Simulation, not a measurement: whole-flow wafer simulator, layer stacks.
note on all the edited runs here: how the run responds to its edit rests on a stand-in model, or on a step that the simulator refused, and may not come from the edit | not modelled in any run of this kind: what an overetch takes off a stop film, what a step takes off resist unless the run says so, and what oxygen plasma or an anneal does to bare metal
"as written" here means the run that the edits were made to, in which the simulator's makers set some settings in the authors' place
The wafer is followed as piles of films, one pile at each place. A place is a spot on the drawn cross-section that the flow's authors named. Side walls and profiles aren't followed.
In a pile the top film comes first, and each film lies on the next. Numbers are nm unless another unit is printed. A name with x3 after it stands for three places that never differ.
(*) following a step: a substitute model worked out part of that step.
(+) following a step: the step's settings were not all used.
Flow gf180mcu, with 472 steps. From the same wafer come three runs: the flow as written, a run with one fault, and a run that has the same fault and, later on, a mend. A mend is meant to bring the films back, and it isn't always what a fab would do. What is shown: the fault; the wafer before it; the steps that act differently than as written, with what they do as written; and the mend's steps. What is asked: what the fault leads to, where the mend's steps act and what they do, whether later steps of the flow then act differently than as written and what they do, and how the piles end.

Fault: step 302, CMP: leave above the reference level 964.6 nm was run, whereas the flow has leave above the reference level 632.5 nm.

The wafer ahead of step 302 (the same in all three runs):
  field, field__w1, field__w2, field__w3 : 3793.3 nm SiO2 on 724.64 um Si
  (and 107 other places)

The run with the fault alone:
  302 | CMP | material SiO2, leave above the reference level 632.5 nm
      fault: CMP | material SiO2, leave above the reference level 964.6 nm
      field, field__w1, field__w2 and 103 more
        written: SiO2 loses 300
        fault: nothing
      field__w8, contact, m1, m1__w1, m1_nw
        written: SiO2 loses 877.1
        fault: SiO2 loses 545
  Steps later in the flow that act otherwise than as written (7 more steps, not shown, differ only slightly: by at most 2% or 0.5 nm, whichever is larger):
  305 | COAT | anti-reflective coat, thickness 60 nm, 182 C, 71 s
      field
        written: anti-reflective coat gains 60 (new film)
        fault: anti-reflective coat gains 72.7 (new film)
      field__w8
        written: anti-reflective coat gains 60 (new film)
        fault: anti-reflective coat gains 41.7 (new film)
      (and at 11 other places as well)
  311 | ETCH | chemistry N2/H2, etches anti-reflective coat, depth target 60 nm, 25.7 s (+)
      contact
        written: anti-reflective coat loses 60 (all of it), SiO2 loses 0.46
        fault: anti-reflective coat loses 42.4 (all of it), SiO2 loses 0.91
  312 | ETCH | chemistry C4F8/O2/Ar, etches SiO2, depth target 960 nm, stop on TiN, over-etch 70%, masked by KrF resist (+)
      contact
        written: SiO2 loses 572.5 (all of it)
        fault: SiO2 loses 904.1 (all of it)
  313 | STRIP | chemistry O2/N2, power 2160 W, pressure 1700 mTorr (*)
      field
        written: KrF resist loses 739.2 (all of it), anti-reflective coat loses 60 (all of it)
        fault: KrF resist loses 732.7 (all of it), anti-reflective coat loses 72.7 (all of it)
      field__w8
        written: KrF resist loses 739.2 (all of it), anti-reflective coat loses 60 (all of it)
        fault: KrF resist loses 736.2 (all of it), anti-reflective coat loses 41.7 (all of it)
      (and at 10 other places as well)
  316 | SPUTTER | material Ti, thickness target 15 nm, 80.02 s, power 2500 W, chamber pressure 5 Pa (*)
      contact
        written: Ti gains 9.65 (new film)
        fault: Ti gains 8.11 (new film)
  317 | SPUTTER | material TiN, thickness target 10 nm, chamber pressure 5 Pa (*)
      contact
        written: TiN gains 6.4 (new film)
        fault: TiN gains 5.38 (new film)
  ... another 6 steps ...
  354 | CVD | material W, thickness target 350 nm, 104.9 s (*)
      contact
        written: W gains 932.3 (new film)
        fault: W gains 963.4 (new film)
  At field, field__w1, field__w2 and 109 more, the piles at the end differ from the flow's by more than 2% or 0.5 nm, whichever is larger.
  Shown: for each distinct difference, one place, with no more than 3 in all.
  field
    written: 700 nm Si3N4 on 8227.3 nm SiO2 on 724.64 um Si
    fault: 700 nm Si3N4 on 8558.1 nm SiO2 on 724.64 um Si
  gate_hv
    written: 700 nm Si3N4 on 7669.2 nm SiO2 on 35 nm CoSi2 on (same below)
    fault: 700 nm Si3N4 on 8000 nm SiO2 on 35 nm CoSi2 on (same below)
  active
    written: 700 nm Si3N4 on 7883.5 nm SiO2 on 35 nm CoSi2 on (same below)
    fault: 700 nm Si3N4 on 8214.3 nm SiO2 on 35 nm CoSi2 on (same below)

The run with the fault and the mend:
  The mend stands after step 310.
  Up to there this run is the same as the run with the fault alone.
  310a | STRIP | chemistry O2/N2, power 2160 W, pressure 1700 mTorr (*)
      iso_ptap_pw, iso_ntap_nw, iso_nw_fld and 33 more
        KrF resist loses 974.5 (all of it), anti-reflective coat loses 60 (all of it)
      field__w6, field__w7, field__w11 and 21 more
        KrF resist loses 974.8 (all of it), anti-reflective coat loses 60.1 (all of it)
      field__w2, field__w3, field__w12 and 9 more
        KrF resist loses 974.9 (all of it), anti-reflective coat loses 60.1 (all of it)
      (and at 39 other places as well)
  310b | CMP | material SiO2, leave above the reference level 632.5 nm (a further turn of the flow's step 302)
      field, field__w1, field__w2 and 103 more
        SiO2 loses 300
      field__w8, contact, m1, m1__w1, m1_nw
        SiO2 loses 332.1
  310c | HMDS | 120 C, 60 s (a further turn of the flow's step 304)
      alters no film at any place that is followed
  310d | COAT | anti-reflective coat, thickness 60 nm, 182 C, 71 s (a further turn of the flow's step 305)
      field, field__w1, field__w2 and 108 more
        anti-reflective coat gains 60 (new film)
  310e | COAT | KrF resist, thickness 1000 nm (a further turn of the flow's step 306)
      field, field__w1, field__w2 and 108 more
        KrF resist gains 1000 (new film)
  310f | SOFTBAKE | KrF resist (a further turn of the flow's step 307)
      alters no film at any place that is followed
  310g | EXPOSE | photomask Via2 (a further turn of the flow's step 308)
      alters no film at any place that is followed
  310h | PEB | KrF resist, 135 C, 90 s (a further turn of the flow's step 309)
      field, field__w1, field__w2 and 108 more
        KrF resist loses 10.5
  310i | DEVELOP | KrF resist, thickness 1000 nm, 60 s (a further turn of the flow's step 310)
      field, field__w1, field__w2 and 107 more
        KrF resist loses 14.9
      contact
        KrF resist loses 989.5 (all of it)
  None of the later steps of the flow acts differently than as written at any place that is followed.
  At every place that both follow, the piles at the end match the flow's.
